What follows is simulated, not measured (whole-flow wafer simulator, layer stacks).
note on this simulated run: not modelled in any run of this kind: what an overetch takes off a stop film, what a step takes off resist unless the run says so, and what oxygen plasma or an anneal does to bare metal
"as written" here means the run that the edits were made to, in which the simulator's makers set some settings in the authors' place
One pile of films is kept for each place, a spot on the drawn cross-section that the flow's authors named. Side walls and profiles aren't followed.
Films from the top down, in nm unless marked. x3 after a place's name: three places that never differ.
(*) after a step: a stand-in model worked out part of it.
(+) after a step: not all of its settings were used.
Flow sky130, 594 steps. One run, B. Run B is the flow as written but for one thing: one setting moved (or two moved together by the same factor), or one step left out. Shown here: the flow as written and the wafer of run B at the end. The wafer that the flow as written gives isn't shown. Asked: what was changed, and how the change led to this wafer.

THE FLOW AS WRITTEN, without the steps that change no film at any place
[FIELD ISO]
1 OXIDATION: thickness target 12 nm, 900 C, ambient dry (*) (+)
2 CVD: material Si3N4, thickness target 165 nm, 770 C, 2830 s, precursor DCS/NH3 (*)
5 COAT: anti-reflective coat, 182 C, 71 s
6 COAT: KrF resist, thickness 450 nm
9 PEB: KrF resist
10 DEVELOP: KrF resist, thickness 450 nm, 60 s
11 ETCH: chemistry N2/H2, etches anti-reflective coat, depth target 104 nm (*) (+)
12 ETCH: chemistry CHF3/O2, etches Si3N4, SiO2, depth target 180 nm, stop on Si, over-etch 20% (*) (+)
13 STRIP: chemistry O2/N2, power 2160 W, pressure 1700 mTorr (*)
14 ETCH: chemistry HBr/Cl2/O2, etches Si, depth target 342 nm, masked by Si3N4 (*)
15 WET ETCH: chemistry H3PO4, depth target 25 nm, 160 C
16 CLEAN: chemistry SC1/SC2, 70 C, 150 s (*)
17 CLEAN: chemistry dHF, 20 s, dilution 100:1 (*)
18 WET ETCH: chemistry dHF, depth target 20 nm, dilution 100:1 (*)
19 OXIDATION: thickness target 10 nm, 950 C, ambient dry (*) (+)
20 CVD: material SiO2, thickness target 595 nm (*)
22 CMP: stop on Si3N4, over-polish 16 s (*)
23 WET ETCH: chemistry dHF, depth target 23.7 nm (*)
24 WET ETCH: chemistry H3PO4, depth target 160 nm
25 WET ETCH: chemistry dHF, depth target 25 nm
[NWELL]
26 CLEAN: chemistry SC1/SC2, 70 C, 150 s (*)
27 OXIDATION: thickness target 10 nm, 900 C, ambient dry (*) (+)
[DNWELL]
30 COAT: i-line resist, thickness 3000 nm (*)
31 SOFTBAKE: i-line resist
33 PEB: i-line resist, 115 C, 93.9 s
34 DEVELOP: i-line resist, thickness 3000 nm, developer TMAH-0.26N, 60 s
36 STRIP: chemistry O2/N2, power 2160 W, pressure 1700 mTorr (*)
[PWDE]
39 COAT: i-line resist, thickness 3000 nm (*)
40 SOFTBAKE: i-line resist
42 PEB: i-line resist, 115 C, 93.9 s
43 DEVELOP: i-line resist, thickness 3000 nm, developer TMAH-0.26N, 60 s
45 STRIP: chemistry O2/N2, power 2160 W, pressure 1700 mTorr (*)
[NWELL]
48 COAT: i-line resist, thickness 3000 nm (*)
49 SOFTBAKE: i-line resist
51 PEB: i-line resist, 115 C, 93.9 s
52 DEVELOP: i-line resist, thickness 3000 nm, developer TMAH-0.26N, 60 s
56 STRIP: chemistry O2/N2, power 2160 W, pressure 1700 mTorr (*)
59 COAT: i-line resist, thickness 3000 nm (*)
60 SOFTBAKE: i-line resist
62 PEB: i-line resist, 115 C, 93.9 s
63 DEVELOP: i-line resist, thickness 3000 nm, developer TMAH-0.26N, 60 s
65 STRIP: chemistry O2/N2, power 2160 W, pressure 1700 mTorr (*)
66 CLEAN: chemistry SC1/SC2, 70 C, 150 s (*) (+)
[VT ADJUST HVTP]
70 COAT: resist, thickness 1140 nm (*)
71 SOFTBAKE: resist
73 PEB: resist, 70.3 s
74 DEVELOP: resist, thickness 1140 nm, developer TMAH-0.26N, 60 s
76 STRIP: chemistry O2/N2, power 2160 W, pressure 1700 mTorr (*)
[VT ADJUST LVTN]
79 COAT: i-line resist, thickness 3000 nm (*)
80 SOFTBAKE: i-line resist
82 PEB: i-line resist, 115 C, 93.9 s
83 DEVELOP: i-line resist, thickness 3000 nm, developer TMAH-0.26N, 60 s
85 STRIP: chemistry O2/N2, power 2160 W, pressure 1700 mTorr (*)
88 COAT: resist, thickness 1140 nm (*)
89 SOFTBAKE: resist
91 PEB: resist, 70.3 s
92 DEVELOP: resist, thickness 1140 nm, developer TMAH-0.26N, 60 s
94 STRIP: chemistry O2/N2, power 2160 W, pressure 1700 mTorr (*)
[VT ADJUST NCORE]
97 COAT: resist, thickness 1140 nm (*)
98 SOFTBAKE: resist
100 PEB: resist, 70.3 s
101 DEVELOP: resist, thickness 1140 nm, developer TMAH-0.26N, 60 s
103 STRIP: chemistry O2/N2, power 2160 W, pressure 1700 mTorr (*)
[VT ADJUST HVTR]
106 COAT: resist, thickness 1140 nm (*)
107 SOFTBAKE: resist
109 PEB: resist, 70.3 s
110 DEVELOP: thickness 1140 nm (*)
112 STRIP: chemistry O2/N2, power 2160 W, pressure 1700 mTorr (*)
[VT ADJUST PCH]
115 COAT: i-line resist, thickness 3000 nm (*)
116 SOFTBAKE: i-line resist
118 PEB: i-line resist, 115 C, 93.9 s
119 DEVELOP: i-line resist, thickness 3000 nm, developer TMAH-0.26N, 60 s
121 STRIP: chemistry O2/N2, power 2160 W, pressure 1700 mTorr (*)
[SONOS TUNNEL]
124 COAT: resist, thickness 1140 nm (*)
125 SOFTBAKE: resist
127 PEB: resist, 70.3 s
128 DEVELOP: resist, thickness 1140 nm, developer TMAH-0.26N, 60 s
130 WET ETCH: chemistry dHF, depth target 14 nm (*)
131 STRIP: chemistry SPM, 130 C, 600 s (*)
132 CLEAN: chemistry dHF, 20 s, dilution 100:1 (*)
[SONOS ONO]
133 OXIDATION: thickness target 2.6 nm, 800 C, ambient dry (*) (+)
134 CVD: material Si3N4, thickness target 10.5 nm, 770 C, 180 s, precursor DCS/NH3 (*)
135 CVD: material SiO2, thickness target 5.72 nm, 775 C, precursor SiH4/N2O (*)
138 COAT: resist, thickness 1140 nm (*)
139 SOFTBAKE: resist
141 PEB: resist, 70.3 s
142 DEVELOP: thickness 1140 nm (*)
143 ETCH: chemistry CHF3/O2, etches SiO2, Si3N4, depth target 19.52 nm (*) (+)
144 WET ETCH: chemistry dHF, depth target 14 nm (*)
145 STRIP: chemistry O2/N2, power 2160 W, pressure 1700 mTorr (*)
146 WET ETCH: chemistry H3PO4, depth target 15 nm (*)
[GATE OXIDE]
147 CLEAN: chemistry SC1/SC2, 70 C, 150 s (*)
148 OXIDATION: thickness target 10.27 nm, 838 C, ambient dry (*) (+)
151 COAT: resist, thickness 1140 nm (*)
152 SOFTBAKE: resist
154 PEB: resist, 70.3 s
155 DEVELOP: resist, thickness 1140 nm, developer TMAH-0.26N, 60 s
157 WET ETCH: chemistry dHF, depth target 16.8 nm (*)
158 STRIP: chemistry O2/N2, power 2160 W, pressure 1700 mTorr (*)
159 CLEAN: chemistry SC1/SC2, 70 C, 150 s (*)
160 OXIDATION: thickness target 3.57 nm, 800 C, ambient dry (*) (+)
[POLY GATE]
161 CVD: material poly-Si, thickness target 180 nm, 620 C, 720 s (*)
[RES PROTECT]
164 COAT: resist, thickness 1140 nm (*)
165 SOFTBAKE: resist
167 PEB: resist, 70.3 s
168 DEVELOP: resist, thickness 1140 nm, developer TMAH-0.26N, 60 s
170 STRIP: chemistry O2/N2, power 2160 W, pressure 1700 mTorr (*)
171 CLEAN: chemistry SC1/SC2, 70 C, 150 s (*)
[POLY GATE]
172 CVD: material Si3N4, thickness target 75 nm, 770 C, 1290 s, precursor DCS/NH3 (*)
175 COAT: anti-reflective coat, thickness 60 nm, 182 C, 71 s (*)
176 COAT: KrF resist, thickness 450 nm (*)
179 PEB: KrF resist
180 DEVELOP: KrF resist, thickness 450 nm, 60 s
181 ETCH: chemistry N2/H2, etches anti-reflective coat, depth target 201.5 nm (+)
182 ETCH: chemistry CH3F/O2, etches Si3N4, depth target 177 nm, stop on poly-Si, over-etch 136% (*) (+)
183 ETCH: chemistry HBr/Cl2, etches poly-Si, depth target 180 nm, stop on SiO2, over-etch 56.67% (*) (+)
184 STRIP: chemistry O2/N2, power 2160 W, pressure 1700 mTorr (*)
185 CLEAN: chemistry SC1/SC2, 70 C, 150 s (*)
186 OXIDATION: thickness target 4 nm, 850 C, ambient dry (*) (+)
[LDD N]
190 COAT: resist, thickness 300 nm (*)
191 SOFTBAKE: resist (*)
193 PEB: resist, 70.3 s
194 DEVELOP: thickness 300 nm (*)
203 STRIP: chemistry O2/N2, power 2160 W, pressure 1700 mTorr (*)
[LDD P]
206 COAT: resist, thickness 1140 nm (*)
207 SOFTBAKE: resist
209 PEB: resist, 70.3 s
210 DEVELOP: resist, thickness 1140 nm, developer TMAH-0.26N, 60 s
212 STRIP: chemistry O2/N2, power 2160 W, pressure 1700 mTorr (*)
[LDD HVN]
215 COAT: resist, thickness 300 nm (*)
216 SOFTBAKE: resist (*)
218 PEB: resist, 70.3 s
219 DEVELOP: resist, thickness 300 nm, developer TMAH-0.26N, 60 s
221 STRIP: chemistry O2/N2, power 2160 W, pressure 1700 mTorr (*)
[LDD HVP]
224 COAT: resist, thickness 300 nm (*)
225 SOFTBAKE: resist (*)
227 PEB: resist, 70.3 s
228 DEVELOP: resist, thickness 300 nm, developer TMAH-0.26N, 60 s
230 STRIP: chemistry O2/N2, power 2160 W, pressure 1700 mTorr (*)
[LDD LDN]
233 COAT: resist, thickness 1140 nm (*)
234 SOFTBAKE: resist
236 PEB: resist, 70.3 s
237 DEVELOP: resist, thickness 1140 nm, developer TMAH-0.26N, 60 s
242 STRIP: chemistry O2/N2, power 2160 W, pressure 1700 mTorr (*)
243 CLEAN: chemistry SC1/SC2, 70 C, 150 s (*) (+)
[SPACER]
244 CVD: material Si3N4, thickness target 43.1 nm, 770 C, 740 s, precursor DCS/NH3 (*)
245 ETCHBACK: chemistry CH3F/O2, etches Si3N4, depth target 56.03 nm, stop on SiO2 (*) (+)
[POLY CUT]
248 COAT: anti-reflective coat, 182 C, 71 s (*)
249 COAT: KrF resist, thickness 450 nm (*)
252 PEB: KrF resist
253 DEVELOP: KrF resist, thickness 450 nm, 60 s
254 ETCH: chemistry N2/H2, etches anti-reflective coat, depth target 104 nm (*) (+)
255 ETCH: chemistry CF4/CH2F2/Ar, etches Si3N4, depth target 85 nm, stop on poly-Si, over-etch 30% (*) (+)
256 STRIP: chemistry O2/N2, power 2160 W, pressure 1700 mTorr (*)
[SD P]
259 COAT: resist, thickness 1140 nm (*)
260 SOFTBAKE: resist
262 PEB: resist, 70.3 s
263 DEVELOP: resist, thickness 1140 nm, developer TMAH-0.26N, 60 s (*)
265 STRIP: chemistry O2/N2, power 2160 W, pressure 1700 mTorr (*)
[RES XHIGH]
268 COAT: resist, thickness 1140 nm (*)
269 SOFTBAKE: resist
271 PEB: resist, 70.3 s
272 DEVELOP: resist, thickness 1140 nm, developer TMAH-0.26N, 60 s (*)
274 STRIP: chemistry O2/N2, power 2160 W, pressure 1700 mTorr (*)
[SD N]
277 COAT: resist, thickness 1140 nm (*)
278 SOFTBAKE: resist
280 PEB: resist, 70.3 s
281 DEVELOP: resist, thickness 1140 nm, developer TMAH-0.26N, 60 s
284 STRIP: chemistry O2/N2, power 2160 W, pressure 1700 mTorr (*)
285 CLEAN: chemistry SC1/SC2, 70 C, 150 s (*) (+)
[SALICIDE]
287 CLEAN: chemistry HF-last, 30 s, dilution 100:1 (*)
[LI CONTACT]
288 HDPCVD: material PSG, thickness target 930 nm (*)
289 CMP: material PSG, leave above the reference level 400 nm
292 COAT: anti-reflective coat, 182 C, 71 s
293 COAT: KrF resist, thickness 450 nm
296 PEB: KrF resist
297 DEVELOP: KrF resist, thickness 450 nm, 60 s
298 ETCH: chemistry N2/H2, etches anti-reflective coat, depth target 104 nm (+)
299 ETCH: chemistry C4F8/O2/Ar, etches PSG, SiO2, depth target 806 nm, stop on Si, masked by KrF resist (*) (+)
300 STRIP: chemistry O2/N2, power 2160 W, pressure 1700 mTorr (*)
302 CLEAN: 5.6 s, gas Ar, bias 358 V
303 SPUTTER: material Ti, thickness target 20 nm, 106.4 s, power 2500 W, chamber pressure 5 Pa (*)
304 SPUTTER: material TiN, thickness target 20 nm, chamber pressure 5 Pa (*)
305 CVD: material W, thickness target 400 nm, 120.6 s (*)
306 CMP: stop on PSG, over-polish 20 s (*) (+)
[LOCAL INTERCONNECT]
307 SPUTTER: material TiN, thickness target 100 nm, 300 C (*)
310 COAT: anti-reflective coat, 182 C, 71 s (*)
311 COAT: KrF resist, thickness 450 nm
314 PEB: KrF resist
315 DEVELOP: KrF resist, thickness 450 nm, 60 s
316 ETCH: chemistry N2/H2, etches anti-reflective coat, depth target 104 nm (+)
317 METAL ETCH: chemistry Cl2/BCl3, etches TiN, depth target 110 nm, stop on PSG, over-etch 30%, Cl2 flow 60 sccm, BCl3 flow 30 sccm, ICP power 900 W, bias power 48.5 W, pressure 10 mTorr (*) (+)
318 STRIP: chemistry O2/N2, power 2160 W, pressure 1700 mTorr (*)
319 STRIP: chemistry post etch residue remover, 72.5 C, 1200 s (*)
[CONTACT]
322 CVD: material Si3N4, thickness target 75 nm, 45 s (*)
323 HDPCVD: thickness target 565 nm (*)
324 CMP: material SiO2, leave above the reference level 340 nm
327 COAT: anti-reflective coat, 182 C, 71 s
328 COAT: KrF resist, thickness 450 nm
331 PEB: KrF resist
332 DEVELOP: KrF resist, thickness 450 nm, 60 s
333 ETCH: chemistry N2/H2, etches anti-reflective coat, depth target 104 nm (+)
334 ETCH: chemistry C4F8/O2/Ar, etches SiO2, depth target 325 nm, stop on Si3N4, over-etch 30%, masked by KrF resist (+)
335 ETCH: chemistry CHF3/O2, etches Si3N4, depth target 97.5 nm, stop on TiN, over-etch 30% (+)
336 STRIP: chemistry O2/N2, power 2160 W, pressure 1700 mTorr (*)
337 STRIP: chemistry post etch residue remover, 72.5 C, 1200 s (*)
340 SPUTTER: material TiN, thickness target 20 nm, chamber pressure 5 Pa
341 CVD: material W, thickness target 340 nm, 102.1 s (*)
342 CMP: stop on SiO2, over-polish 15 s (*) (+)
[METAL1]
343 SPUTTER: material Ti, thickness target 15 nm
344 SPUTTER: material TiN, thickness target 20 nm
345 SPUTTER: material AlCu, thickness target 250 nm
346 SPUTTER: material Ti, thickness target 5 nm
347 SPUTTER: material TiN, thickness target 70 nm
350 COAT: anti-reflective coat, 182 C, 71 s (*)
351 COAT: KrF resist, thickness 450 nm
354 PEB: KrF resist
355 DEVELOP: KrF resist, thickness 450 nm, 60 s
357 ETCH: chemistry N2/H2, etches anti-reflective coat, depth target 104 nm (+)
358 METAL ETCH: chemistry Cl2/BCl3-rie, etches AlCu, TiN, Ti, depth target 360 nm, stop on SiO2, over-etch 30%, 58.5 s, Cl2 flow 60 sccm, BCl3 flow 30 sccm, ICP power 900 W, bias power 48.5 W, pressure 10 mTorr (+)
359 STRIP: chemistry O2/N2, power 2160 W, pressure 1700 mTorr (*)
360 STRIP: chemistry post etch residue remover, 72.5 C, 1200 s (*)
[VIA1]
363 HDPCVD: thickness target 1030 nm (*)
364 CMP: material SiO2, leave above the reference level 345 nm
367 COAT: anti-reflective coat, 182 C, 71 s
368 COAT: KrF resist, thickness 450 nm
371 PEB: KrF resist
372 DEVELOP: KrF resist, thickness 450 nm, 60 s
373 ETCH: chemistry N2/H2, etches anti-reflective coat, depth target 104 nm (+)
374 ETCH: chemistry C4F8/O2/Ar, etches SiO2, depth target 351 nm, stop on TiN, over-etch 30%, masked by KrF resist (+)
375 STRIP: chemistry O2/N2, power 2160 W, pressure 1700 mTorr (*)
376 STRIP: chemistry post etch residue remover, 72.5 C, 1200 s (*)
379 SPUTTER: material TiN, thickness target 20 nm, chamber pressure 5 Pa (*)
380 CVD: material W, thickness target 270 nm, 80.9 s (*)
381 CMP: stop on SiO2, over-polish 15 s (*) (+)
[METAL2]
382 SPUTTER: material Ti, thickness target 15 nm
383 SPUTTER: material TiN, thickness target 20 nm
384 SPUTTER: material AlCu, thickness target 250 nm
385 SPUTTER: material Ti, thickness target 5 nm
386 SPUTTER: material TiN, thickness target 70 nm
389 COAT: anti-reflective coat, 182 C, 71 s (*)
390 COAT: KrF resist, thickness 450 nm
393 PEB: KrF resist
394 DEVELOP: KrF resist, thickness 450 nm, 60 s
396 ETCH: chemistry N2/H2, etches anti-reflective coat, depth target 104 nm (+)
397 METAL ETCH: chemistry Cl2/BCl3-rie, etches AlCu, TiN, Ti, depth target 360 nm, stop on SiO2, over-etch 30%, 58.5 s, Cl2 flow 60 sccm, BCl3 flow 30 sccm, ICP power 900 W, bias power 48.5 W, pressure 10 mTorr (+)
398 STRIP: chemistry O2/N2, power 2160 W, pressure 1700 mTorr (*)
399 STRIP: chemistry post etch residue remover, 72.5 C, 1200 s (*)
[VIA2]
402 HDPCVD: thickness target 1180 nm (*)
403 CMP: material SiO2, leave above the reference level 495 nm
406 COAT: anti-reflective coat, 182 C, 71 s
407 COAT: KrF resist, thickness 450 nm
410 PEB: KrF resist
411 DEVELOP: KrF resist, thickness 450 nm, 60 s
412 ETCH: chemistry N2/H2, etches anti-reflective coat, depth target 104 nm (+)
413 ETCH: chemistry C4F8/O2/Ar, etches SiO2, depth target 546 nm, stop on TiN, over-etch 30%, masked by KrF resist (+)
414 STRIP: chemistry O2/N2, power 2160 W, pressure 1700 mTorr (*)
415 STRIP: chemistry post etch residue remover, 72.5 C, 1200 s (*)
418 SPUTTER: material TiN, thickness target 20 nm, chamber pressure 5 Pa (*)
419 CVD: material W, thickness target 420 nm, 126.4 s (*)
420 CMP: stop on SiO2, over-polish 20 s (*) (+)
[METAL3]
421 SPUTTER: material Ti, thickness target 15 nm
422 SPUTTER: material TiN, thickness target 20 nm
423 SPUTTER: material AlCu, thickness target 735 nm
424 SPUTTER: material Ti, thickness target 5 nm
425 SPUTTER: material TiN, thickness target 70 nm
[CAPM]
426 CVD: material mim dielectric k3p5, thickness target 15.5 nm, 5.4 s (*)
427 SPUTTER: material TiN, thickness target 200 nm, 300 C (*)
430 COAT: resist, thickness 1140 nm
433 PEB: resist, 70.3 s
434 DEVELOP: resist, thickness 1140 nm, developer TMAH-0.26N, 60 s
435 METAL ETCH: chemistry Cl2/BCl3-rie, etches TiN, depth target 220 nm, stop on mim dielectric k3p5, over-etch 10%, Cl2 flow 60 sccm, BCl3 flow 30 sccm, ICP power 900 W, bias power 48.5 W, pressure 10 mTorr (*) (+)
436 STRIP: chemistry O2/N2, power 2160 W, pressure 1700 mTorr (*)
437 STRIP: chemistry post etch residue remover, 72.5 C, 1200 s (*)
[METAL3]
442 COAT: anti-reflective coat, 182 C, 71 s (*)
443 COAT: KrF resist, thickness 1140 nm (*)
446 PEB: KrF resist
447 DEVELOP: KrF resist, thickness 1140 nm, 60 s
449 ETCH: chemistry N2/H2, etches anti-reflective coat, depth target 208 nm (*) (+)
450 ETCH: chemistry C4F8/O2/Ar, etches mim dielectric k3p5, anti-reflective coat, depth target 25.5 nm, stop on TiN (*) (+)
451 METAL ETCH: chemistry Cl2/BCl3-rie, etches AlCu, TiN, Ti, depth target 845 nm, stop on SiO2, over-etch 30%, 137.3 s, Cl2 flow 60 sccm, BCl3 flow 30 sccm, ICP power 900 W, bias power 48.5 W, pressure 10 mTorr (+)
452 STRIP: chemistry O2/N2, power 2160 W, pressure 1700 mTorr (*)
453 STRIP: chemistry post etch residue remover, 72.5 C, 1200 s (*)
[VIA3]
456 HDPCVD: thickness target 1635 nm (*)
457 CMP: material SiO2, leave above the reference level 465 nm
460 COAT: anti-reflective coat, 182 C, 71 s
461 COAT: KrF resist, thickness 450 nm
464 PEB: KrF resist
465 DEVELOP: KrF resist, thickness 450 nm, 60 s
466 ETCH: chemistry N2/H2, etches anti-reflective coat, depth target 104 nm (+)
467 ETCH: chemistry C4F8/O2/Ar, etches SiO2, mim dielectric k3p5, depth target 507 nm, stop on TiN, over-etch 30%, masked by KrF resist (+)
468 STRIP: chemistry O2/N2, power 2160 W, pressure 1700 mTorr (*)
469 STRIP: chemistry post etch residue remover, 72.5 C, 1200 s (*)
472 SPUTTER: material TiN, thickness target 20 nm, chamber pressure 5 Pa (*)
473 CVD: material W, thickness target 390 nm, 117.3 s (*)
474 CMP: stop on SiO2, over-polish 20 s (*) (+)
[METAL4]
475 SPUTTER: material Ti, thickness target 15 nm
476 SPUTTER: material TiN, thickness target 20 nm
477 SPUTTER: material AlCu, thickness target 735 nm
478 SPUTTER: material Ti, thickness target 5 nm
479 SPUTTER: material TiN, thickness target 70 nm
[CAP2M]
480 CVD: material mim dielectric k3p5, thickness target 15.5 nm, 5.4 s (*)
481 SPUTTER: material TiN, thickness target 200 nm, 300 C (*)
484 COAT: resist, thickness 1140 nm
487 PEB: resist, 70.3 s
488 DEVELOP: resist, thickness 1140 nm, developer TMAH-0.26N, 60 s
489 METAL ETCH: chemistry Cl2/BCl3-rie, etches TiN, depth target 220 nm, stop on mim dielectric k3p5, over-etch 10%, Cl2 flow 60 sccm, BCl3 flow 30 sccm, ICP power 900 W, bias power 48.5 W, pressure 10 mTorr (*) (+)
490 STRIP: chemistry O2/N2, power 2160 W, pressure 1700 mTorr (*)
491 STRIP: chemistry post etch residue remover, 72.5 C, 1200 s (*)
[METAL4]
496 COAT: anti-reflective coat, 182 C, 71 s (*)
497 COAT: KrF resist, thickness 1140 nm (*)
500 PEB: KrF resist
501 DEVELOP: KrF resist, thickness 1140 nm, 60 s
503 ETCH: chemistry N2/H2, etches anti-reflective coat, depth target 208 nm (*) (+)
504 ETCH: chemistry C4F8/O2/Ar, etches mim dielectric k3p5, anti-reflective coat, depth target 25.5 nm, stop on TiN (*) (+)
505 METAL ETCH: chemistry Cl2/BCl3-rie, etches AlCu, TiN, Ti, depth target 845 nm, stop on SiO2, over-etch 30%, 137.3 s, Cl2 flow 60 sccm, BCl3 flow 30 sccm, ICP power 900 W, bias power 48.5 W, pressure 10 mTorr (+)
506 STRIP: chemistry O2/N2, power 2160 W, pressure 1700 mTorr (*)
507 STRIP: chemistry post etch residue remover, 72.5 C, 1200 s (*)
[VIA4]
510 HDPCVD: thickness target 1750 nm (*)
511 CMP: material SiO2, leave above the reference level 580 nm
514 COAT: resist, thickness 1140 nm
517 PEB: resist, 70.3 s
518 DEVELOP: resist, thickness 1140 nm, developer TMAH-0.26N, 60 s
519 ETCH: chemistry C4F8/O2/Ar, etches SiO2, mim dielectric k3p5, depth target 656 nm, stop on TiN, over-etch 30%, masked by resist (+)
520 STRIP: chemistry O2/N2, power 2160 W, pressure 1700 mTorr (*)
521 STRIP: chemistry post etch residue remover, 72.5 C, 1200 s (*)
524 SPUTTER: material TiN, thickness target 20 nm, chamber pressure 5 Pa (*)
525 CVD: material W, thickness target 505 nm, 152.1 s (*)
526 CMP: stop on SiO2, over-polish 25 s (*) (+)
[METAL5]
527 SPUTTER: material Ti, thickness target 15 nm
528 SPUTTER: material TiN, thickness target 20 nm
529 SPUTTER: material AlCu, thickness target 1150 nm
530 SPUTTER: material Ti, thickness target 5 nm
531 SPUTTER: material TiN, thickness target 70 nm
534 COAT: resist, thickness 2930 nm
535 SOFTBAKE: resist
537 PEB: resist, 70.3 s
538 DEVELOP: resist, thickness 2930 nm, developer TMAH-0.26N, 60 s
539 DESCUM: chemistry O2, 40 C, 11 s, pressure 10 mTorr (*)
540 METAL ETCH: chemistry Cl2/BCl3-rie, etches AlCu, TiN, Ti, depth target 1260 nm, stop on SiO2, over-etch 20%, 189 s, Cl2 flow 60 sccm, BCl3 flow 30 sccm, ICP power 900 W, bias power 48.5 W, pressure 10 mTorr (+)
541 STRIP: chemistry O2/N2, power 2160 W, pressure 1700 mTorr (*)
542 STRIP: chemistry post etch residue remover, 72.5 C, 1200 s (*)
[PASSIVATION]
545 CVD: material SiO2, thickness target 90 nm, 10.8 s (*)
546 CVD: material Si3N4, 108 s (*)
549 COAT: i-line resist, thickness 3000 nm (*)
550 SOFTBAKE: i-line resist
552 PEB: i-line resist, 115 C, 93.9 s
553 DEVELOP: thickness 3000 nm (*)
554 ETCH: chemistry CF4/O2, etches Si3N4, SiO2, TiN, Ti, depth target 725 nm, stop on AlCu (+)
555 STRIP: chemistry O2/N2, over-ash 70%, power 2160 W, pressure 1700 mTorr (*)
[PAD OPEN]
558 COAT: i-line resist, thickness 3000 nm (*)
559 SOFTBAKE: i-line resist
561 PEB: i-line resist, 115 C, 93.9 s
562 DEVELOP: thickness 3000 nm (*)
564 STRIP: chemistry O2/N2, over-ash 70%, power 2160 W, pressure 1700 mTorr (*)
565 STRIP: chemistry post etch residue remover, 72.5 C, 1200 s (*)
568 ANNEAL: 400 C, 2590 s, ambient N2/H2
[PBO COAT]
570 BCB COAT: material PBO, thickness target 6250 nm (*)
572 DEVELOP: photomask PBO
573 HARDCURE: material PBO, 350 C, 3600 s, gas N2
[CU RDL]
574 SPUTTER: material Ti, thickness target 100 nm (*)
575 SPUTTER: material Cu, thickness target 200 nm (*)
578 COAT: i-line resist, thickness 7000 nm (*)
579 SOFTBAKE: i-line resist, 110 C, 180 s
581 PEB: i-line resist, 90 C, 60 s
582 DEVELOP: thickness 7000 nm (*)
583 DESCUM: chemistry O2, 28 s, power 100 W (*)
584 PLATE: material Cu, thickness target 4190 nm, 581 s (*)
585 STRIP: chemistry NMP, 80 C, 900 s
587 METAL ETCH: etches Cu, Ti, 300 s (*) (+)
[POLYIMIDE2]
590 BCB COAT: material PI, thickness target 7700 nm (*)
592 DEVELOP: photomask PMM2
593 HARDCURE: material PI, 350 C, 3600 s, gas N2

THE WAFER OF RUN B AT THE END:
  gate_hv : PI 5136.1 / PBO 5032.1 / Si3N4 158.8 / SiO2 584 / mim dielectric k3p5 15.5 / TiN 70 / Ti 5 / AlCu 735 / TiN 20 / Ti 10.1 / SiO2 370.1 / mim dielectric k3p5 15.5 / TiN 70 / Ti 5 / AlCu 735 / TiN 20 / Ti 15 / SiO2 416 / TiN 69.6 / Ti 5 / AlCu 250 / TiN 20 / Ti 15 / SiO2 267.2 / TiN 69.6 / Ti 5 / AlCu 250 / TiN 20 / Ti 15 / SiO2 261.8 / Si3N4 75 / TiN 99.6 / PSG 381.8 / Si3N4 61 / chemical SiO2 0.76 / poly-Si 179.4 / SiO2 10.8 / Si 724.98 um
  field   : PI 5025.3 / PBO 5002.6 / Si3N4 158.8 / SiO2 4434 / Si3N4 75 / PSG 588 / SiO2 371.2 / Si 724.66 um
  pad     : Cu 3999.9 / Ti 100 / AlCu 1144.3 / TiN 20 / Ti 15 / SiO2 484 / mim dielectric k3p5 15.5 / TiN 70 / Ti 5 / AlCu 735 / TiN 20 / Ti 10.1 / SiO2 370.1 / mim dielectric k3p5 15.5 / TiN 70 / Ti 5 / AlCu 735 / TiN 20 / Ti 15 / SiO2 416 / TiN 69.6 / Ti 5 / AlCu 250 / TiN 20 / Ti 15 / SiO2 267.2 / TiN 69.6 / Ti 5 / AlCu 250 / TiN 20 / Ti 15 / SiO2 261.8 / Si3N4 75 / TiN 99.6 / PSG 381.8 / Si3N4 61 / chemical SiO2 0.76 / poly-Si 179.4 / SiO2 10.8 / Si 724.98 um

The cause: step 475, SPUTTER: thickness target 10.1 nm was run, where the flow has thickness target 15 nm.
It can be read off the wafer: gate_hv has Ti 10.1, and step 475 as written asks for 15 nm.

How the change led to this, step by step:
  475 SPUTTER: material Ti, thickness target 15 nm
      field, active, n_well and 189 more: Ti +10.1 (new film) (as written it would be: Ti +15 (new film))
  505 METAL ETCH: chemistry Cl2/BCl3-rie, etches AlCu, TiN, Ti, depth target 845 nm, stop on SiO2, over-etch 30%, 137.3 s, Cl2 flow 60 sccm, BCl3 flow 30 sccm, ICP power 900 W, bias power 48.5 W, pressure 10 mTorr (+)
      field, gate, spacer and 68 more: TiN -70 (all of it), Ti -5 (all of it), AlCu -735 (all of it), TiN -20 (all of it), Ti -10.1 (all of it), SiO2 -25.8 (as written it would be: TiN -70 (all of it), Ti -5 (all of it), AlCu -735 (all of it), TiN -20 (all of it), Ti -15 (all of it), SiO2 -25.4)
      active, vpp_iso1, mim_edge_plate and 14 more: TiN -70 (all of it), Ti -5 (all of it), AlCu -735 (all of it), TiN -20 (all of it), Ti -10.1 (all of it), SiO2 -25.8 (as written it would be: TiN -70 (all of it), Ti -5 (all of it), AlCu -735 (all of it), TiN -20 (all of it), Ti -15 (all of it), SiO2 -25.3)
